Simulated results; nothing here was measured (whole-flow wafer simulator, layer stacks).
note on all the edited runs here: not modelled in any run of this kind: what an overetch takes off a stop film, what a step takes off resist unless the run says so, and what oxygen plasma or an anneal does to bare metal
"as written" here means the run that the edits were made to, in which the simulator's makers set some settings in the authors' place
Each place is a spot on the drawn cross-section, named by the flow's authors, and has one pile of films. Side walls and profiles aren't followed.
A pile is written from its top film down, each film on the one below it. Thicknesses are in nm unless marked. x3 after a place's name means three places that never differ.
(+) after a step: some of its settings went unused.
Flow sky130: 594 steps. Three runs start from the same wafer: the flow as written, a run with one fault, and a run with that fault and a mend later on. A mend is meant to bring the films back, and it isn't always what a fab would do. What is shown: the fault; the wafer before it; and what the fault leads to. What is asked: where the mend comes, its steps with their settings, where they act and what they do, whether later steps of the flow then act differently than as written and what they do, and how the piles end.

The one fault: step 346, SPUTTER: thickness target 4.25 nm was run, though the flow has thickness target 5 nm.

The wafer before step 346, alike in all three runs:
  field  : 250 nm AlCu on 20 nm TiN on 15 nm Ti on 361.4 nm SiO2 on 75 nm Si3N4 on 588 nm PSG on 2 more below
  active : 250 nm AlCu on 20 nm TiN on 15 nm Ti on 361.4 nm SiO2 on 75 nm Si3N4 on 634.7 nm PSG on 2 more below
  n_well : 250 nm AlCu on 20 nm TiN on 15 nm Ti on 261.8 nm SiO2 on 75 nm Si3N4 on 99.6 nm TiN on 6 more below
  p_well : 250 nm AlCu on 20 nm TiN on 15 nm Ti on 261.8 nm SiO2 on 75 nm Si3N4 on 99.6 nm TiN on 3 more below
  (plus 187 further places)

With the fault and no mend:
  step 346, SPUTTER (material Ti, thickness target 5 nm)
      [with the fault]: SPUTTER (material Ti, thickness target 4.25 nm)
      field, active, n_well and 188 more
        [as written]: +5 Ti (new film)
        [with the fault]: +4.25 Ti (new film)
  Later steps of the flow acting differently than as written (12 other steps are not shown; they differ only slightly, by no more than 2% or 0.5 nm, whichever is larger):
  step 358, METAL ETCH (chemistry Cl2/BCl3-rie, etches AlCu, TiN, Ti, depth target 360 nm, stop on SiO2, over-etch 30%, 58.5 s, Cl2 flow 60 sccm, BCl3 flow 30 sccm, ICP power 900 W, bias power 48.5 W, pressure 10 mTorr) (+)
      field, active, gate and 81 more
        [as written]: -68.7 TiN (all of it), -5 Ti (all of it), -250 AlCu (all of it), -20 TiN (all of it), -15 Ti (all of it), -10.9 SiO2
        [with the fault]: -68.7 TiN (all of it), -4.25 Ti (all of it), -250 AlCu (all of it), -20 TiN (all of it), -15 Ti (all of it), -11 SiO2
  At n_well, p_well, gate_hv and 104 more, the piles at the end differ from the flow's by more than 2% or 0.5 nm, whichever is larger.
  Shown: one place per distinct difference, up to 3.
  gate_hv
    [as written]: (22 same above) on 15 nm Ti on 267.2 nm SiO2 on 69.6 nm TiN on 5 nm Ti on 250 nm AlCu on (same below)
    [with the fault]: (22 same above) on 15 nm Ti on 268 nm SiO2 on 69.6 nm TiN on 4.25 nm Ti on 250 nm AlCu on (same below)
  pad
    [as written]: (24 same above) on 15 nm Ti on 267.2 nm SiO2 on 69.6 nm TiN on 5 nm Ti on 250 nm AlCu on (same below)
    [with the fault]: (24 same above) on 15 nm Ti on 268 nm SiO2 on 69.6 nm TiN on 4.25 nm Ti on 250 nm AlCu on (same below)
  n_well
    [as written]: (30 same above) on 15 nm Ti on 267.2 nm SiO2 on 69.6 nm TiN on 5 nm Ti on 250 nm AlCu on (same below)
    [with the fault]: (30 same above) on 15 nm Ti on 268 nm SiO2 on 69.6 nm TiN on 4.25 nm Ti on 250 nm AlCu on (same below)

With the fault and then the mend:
  After step 346 comes the mend.
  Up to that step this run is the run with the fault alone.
  step 346a, SPUTTER (material Ti, thickness target 0.75 nm) (the flow's step 346 again, with other settings)
      field, active, n_well and 188 more
        +0.75 Ti
  None of the later steps of the flow acts differently than as written at any place that is followed.
  The piles end the same as the flow's at every place that both follow.
